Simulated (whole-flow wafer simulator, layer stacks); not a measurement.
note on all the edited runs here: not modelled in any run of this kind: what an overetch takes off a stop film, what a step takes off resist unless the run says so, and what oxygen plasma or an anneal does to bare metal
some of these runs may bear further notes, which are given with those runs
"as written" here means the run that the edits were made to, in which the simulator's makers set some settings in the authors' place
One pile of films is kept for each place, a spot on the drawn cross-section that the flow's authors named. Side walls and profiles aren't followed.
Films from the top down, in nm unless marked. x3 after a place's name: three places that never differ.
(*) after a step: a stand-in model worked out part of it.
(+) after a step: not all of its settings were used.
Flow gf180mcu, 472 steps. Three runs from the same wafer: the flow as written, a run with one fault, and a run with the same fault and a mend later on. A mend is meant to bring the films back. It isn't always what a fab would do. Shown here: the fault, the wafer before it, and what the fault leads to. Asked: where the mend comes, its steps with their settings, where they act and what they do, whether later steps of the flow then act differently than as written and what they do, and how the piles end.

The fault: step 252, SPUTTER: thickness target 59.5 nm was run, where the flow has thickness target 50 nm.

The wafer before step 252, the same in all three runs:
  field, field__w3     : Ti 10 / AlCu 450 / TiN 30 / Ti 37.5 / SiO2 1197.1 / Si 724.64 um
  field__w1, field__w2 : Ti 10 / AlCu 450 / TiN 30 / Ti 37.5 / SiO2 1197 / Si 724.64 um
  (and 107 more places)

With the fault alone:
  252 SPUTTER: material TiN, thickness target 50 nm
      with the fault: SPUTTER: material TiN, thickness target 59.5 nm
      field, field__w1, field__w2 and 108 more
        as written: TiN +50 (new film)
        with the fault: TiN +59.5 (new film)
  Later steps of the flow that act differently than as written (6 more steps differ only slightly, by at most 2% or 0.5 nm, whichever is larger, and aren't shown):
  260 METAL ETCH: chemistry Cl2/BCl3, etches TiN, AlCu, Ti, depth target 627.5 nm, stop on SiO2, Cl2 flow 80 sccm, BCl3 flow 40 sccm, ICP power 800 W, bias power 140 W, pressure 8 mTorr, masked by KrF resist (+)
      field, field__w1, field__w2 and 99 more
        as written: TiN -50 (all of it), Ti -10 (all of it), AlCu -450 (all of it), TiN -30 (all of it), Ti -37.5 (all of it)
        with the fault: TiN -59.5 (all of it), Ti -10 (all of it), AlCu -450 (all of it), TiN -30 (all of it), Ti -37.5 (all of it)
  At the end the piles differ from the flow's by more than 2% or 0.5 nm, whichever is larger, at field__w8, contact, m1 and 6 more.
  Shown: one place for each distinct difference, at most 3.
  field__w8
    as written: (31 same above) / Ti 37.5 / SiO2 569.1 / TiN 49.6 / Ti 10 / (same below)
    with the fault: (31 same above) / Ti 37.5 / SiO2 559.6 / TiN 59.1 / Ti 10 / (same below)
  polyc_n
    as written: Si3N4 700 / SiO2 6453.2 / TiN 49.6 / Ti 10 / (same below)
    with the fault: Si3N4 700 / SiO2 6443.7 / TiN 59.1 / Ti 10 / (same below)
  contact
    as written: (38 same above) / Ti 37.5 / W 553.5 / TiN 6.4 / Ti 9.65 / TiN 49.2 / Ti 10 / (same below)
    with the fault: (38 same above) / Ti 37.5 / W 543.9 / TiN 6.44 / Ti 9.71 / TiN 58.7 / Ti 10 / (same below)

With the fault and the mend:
  The mend comes after step 259.
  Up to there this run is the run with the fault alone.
  259a STRIP: chemistry O2/N2, power 2160 W, pressure 1700 mTorr (*)
      field__w8, contact, m1 and 6 more
        KrF resist -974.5 (all of it)
  259b METAL ETCH: chemistry Cl2/BCl3, etches TiN, AlCu, Ti, depth target 9.5 nm, Cl2 flow 80 sccm, BCl3 flow 40 sccm, ICP power 800 W, bias power 140 W, pressure 8 mTorr
      field, field__w1, field__w2 and 108 more
        TiN -9.5
  259c HMDS: 120 C, 60 s (the flow's step 254 once more)
      changes no film at any place that is followed
  259d COAT: KrF resist, thickness 1000 nm (the flow's step 255 once more)
      field, field__w1, field__w2 and 108 more
        KrF resist +1000 (new film)
  259e SOFTBAKE: KrF resist (the flow's step 256 once more)
      changes no film at any place that is followed
  259f EXPOSE: photomask Metal1 (the flow's step 257 once more)
      changes no film at any place that is followed
  259g PEB: KrF resist, 135 C, 90 s (the flow's step 258 once more)
      field, field__w1, field__w2 and 108 more
        KrF resist -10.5
  259h DEVELOP: thickness 1000 nm, 60 s (the flow's step 259 once more)
      field, field__w1, field__w2 and 99 more
        KrF resist -989.5 (all of it)
      field__w8, contact, m1 and 6 more
        KrF resist -14.9
  No later step of the flow acts differently than as written at any place that is followed.
  At the end the piles are the same as the flow's at every place that both follow.
